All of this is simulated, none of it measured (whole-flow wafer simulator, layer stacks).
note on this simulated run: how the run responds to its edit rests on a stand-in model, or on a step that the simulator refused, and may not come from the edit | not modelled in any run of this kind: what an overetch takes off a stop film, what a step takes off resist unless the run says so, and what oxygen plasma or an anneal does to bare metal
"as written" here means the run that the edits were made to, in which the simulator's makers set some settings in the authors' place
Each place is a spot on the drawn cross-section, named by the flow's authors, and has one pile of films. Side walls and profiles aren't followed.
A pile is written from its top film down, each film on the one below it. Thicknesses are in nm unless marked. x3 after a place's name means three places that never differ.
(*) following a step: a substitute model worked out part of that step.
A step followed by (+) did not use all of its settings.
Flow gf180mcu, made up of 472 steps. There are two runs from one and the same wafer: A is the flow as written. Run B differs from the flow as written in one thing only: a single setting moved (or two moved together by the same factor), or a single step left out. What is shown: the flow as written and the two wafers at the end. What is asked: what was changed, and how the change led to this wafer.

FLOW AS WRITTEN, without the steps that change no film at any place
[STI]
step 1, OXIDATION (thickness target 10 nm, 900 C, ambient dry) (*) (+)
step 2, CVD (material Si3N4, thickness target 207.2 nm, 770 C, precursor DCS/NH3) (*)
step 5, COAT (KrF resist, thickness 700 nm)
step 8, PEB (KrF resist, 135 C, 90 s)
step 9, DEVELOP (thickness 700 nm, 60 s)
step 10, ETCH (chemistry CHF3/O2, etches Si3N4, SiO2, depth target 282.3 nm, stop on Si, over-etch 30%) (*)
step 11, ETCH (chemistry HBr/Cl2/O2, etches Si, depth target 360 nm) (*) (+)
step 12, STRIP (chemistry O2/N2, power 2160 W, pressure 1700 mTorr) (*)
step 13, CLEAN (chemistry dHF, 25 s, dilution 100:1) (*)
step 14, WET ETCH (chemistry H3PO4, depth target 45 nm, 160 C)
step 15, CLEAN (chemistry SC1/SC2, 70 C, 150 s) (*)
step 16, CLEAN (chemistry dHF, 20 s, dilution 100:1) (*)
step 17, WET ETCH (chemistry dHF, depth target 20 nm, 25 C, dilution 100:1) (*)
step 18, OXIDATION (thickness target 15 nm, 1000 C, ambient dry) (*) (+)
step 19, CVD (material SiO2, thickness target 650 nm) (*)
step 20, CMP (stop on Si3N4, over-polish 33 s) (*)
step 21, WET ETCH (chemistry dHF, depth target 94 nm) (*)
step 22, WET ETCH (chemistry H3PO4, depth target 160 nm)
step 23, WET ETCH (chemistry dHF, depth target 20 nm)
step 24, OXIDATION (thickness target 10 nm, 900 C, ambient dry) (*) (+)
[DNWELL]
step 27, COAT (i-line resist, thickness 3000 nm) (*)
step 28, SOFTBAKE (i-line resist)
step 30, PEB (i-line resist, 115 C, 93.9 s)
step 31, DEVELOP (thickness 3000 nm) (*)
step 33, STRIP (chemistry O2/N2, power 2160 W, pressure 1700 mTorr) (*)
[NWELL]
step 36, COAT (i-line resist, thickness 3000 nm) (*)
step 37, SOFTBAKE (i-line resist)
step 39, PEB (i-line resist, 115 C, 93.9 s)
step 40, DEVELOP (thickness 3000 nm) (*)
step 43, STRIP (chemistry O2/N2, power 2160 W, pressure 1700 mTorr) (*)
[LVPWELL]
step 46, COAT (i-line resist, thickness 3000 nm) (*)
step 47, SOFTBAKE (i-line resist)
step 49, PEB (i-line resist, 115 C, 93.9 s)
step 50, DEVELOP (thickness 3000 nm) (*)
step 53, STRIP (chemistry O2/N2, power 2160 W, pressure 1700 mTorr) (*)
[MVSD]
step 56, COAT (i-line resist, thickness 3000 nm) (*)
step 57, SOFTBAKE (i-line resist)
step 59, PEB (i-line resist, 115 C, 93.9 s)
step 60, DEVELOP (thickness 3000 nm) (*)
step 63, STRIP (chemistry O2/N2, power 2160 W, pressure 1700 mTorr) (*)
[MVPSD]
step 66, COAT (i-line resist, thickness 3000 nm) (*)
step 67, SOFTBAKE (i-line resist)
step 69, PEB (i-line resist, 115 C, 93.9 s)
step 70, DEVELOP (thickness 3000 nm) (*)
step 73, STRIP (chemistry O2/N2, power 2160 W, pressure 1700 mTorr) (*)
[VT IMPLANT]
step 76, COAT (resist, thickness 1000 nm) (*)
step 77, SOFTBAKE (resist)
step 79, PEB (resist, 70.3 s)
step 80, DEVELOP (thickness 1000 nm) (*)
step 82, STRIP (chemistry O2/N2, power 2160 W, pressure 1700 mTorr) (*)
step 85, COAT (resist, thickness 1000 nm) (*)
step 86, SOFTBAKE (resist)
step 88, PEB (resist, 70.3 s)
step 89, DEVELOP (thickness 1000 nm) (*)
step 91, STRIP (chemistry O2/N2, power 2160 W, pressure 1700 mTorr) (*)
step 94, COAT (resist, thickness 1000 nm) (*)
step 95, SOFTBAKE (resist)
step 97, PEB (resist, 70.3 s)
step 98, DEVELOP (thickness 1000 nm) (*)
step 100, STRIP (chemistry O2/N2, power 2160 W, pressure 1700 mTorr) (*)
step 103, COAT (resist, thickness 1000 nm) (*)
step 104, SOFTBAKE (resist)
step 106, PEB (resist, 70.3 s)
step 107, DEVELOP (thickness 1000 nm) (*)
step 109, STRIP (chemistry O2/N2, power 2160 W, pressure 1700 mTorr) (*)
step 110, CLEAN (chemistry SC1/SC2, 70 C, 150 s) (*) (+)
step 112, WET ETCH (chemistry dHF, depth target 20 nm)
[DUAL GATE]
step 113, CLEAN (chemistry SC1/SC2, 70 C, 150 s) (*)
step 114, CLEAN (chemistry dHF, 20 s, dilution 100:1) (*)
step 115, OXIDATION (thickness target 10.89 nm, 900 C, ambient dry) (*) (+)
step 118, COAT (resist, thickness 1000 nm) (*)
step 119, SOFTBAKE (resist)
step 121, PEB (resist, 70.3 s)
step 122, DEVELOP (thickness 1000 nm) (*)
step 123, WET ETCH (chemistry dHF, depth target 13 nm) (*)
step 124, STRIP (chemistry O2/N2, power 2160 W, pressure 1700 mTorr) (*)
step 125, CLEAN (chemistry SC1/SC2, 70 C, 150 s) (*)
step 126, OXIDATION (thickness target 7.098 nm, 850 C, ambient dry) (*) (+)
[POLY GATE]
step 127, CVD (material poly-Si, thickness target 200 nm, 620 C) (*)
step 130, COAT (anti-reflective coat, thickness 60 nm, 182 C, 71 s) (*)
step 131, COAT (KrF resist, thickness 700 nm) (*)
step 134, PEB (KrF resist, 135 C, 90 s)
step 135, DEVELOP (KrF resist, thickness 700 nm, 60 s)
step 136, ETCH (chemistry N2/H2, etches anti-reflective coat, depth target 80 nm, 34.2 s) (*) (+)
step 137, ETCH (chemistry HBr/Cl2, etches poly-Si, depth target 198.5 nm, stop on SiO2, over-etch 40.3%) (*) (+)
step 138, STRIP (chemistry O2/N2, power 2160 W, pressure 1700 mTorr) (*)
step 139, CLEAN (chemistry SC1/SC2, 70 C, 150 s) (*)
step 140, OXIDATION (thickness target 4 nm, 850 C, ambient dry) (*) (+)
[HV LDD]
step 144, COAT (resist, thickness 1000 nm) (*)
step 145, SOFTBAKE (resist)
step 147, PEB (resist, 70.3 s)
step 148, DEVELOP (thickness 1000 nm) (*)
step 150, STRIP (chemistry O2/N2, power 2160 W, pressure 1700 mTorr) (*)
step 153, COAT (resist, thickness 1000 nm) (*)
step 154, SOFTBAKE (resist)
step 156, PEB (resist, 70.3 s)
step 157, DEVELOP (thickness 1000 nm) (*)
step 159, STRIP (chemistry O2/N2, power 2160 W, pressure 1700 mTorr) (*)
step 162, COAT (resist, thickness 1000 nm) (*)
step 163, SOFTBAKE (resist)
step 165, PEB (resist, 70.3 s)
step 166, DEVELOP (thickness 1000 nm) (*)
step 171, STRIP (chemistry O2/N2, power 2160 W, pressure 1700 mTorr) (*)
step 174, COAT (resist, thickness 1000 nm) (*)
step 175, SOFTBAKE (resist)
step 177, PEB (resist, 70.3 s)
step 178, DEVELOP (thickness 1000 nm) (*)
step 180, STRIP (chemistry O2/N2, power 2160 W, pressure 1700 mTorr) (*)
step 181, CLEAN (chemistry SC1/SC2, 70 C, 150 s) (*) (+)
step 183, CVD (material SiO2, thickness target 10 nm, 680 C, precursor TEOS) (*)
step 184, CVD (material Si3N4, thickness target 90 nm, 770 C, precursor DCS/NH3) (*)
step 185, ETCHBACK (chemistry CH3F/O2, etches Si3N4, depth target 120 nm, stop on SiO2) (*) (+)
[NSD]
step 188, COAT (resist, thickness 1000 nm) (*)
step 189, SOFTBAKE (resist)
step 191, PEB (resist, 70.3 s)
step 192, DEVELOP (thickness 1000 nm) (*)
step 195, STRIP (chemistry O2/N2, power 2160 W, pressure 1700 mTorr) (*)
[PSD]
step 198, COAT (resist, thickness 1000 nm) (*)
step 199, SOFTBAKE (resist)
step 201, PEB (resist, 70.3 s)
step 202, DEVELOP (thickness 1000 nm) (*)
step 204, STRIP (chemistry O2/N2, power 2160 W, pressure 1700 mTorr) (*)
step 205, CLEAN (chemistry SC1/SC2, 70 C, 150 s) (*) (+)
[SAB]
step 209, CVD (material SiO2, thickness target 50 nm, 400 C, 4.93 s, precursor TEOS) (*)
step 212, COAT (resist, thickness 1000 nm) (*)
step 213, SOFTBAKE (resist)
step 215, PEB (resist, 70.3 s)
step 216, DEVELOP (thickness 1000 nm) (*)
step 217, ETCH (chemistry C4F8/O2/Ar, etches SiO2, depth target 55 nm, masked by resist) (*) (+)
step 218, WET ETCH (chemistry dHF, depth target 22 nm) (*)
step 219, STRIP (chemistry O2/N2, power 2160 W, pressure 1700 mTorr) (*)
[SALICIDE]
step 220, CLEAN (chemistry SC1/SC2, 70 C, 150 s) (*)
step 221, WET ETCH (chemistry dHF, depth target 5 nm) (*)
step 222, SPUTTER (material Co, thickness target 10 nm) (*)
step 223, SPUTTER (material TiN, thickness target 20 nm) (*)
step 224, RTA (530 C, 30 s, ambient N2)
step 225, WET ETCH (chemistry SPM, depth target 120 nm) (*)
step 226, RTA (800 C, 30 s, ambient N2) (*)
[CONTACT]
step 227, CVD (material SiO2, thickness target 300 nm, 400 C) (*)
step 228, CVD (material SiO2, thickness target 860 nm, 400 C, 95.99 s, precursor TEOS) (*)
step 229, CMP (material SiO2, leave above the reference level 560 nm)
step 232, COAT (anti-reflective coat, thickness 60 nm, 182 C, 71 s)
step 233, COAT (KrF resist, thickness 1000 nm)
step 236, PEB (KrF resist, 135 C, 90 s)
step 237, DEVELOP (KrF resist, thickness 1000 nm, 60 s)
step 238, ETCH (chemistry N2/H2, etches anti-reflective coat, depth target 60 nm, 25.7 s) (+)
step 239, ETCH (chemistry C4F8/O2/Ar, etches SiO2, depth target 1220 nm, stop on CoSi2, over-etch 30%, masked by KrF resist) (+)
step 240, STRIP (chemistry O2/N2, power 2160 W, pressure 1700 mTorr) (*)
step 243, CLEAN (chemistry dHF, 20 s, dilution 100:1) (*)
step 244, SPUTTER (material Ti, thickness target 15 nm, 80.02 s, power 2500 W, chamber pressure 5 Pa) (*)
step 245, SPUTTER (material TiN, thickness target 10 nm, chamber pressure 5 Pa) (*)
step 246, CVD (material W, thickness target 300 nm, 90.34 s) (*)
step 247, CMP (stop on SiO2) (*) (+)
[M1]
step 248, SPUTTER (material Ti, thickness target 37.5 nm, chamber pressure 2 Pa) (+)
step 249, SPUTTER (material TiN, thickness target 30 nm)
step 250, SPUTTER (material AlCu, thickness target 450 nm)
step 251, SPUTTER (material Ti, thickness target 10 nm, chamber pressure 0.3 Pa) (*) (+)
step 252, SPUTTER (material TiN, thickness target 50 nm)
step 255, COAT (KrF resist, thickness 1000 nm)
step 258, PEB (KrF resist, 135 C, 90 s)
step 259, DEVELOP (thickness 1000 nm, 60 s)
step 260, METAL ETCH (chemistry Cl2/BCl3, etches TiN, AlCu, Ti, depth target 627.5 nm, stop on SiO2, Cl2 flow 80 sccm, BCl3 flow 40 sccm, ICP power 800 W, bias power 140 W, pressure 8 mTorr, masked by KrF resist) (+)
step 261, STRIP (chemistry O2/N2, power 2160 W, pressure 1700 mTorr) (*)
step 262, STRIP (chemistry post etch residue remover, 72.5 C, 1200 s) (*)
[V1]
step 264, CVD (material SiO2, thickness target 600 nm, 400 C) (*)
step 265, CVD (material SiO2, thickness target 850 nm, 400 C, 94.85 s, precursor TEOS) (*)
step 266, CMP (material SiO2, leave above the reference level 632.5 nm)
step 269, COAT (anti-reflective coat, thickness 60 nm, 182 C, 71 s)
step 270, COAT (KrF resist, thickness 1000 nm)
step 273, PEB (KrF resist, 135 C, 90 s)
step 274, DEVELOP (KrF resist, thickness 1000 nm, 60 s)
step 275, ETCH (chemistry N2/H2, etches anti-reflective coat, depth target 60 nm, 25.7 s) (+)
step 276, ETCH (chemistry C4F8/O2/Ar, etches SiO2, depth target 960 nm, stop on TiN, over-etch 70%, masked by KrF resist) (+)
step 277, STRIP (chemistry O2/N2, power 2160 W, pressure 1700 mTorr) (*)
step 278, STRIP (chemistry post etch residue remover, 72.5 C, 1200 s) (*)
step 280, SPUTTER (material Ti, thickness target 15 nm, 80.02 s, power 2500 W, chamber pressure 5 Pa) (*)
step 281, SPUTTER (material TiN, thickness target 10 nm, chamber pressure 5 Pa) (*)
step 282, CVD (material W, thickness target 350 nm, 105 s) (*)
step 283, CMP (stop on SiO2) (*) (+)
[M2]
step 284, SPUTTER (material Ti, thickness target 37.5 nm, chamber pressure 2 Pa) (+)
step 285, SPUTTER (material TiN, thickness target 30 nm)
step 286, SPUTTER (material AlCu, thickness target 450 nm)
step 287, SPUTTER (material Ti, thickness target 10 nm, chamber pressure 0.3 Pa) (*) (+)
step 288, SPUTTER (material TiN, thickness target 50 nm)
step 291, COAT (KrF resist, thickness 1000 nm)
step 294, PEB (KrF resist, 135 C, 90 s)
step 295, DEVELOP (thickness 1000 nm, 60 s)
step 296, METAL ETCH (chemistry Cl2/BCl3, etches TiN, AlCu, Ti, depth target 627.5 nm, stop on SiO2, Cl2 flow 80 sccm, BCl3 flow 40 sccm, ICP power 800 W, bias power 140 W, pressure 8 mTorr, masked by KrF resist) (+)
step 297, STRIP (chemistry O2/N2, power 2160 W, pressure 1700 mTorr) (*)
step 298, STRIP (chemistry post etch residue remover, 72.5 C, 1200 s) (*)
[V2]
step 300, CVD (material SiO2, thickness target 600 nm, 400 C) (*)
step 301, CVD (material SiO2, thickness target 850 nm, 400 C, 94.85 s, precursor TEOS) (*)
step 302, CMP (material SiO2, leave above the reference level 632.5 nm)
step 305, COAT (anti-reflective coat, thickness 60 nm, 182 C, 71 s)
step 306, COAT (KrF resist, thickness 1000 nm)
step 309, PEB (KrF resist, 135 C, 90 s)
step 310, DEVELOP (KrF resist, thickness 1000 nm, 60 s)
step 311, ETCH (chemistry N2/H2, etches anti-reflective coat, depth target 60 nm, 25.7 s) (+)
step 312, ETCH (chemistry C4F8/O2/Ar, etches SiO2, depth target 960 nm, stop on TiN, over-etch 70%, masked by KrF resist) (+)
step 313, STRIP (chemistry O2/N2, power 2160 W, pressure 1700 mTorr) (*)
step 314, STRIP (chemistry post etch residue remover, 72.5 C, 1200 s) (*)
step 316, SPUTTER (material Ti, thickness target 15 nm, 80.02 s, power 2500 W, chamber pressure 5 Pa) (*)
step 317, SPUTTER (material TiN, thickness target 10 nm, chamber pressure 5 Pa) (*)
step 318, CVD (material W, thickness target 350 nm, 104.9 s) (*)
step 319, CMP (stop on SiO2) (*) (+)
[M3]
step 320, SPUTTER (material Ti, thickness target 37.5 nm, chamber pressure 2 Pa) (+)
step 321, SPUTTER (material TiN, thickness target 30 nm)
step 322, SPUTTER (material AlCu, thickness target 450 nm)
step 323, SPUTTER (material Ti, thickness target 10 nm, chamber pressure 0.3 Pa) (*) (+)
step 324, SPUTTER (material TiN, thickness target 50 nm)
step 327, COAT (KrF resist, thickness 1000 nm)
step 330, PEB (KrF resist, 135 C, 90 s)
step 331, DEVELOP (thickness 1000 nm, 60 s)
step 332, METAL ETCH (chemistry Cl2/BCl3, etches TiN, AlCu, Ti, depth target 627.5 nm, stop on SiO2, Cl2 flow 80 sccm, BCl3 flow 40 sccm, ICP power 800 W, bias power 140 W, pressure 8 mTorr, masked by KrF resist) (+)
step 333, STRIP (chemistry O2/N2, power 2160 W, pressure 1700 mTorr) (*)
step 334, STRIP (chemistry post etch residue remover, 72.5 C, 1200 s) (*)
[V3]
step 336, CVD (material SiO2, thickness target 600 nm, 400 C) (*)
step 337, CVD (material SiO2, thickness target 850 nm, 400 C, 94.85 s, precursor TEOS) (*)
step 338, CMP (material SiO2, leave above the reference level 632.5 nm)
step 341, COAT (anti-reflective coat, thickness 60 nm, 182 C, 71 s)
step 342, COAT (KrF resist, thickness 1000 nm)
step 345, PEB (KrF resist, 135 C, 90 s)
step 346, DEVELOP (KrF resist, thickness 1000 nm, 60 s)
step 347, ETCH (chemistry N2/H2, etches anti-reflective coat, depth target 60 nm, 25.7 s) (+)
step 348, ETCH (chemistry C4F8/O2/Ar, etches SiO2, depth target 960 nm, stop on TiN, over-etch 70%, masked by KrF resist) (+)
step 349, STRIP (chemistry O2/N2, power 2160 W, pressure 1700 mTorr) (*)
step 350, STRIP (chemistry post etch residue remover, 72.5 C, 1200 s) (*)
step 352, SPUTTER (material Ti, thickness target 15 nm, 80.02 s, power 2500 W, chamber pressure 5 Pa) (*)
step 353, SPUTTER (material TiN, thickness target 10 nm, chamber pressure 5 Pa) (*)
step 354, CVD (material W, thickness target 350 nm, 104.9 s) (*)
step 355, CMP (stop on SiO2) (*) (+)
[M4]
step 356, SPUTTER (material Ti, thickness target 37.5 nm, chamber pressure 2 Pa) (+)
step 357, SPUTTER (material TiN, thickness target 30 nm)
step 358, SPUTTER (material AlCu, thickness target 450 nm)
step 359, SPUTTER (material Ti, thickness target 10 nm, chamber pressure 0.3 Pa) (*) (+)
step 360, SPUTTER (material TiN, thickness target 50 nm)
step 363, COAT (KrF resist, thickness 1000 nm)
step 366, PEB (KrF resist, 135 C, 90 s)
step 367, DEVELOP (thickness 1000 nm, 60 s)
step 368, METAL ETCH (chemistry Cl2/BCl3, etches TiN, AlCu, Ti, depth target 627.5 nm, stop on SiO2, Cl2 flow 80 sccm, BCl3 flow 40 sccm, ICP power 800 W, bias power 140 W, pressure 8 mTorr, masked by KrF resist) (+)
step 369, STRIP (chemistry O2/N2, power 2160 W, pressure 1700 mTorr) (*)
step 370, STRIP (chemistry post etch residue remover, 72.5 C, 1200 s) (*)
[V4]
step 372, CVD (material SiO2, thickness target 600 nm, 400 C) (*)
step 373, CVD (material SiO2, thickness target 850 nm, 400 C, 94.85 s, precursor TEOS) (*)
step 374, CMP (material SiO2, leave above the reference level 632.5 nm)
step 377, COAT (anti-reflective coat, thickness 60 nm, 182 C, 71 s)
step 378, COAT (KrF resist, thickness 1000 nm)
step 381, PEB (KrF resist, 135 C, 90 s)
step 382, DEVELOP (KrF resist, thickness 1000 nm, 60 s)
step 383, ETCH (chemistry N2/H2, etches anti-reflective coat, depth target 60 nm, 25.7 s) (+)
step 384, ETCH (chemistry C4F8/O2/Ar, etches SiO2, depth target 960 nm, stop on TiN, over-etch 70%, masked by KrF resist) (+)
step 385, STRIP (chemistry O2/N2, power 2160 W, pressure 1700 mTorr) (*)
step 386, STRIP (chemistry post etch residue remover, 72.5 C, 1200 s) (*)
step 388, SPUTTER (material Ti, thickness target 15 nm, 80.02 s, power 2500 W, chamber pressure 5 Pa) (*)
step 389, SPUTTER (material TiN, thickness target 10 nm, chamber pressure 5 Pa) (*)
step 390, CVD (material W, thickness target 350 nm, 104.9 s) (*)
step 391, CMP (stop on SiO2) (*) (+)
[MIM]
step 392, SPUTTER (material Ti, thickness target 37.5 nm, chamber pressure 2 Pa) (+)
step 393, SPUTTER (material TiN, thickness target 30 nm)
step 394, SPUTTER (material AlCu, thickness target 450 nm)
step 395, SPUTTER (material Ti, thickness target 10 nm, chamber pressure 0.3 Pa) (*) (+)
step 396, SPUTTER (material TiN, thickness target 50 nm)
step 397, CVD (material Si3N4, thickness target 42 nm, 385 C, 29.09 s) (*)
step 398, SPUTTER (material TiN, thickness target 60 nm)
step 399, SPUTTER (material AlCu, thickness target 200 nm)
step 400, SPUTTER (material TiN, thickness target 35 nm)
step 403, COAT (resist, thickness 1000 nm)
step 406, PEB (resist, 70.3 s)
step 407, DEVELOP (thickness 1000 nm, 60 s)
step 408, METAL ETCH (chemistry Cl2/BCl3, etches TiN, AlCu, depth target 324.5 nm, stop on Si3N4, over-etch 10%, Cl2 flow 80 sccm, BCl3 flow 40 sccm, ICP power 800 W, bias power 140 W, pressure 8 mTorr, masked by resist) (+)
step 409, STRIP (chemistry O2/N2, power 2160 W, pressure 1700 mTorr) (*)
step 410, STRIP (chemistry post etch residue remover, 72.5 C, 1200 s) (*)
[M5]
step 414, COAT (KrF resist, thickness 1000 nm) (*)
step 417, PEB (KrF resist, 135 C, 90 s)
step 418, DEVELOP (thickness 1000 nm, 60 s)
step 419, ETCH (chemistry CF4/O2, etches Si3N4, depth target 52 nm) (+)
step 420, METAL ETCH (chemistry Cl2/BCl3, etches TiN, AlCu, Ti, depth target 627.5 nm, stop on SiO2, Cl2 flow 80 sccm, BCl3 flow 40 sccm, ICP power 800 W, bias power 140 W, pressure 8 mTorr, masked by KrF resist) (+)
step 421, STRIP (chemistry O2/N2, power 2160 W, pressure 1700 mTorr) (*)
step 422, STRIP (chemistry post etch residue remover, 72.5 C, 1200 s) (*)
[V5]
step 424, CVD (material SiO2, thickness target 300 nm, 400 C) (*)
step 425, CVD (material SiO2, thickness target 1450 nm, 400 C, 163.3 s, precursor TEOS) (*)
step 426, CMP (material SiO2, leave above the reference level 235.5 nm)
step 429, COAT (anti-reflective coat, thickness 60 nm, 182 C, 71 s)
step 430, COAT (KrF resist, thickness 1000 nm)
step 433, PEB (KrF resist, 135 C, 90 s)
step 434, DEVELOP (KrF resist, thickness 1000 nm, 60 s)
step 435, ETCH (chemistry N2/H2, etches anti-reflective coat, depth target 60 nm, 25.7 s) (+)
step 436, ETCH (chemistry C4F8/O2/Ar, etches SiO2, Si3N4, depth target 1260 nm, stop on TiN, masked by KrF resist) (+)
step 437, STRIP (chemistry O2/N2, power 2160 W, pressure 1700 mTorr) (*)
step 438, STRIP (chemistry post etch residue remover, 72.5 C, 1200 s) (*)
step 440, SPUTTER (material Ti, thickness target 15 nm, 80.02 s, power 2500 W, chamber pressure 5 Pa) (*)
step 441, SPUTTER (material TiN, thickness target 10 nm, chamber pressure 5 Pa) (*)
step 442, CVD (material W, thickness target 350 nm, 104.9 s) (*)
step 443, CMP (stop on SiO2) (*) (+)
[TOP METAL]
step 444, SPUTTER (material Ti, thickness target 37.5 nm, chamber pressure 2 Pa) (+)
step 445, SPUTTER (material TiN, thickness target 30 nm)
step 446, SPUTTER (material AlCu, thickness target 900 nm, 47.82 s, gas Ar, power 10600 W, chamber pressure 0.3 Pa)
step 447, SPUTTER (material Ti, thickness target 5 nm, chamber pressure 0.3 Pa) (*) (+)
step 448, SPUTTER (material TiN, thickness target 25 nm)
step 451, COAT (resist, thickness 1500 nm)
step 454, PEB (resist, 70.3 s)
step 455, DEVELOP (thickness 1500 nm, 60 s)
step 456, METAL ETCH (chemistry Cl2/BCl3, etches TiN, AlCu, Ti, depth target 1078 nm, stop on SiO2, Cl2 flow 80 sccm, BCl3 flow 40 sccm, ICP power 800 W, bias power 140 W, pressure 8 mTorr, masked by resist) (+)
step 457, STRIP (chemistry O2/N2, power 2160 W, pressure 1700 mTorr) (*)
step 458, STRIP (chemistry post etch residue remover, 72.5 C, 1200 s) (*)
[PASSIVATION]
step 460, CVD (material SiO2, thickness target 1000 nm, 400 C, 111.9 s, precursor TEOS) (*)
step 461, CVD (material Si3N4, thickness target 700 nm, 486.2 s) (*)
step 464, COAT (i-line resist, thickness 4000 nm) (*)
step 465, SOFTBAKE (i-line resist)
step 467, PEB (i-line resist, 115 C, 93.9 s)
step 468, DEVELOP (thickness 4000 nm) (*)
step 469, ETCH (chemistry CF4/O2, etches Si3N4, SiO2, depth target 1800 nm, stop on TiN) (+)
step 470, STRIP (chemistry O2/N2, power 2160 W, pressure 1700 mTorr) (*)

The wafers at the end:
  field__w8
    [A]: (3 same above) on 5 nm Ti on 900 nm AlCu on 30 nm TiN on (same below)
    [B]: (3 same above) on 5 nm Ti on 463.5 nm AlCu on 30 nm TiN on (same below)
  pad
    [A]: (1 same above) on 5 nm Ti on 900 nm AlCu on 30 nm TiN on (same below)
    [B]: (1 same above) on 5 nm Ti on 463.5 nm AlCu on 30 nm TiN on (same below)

The reason: step 446, SPUTTER: 25.11 s was run, while the flow as written has 47.82 s.

Step by step, how the change led to this:
  step 446, SPUTTER (material AlCu, thickness target 900 nm, 47.82 s, gas Ar, power 10600 W, chamber pressure 0.3 Pa)
      field, field__w1, field__w2 and 109 more: A AlCu gains 900 (new film) | B AlCu gains 463.5 (new film)
  step 456, METAL ETCH (chemistry Cl2/BCl3, etches TiN, AlCu, Ti, depth target 1078 nm, stop on SiO2, Cl2 flow 80 sccm, BCl3 flow 40 sccm, ICP power 800 W, bias power 140 W, pressure 8 mTorr, masked by resist) (+)
      field, field__w1, field__w2 and 103 more: A TiN loses 25 (all of it), Ti loses 5 (all of it), AlCu loses 900 (all of it), TiN loses 30 (all of it), Ti loses 37.5 (all of it) | B TiN loses 25 (all of it), Ti loses 5 (all of it), AlCu loses 463.5 (all of it), TiN loses 30 (all of it), Ti loses 37.5 (all of it)
      field__w8, contact, m1, m1__w1, pad, m1_nw: A resist loses 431 | B resist loses 336.6
  step 457, STRIP (chemistry O2/N2, power 2160 W, pressure 1700 mTorr) (*)
      field__w8, contact, m1, m1__w1, pad, m1_nw: A resist loses 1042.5 (all of it) | B resist loses 1136.9 (all of it)
  step 464, COAT (i-line resist, thickness 4000 nm) (*)
      field: A i-line resist gains 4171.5 (new film) | B i-line resist gains 4082.9 (new film)
      field__w8: A i-line resist gains 3093.1 (new film) | B i-line resist gains 3483.5 (new film)
      (and at 7 other places as well)
  step 465, SOFTBAKE (i-line resist)
      gate: A i-line resist gains 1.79 | B i-line resist loses 1.02
      field__w11, field__w13: A i-line resist gains 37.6 | B i-line resist gains 17.4
      (and at 66 other places as well)
  step 467, PEB (i-line resist, 115 C, 93.9 s)
      field__w8, m1__w1: A i-line resist loses 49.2 | B i-line resist loses 57.2
      contact, m1: A i-line resist loses 49.6 | B i-line resist loses 57.4
      (and at 2 other places as well)
  step 468, DEVELOP (thickness 4000 nm) (*)
      pad: A i-line resist loses 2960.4 (all of it) | B i-line resist loses 3385.7 (all of it)
  step 470, STRIP (chemistry O2/N2, power 2160 W, pressure 1700 mTorr) (*)
      field__w8, m1__w1: A i-line resist loses 1775.9 (all of it) | B i-line resist loses 2194.4 (all of it)
      contact: A i-line resist loses 1798.3 (all of it) | B i-line resist loses 2204.2 (all of it)
      (and at 2 other places as well)
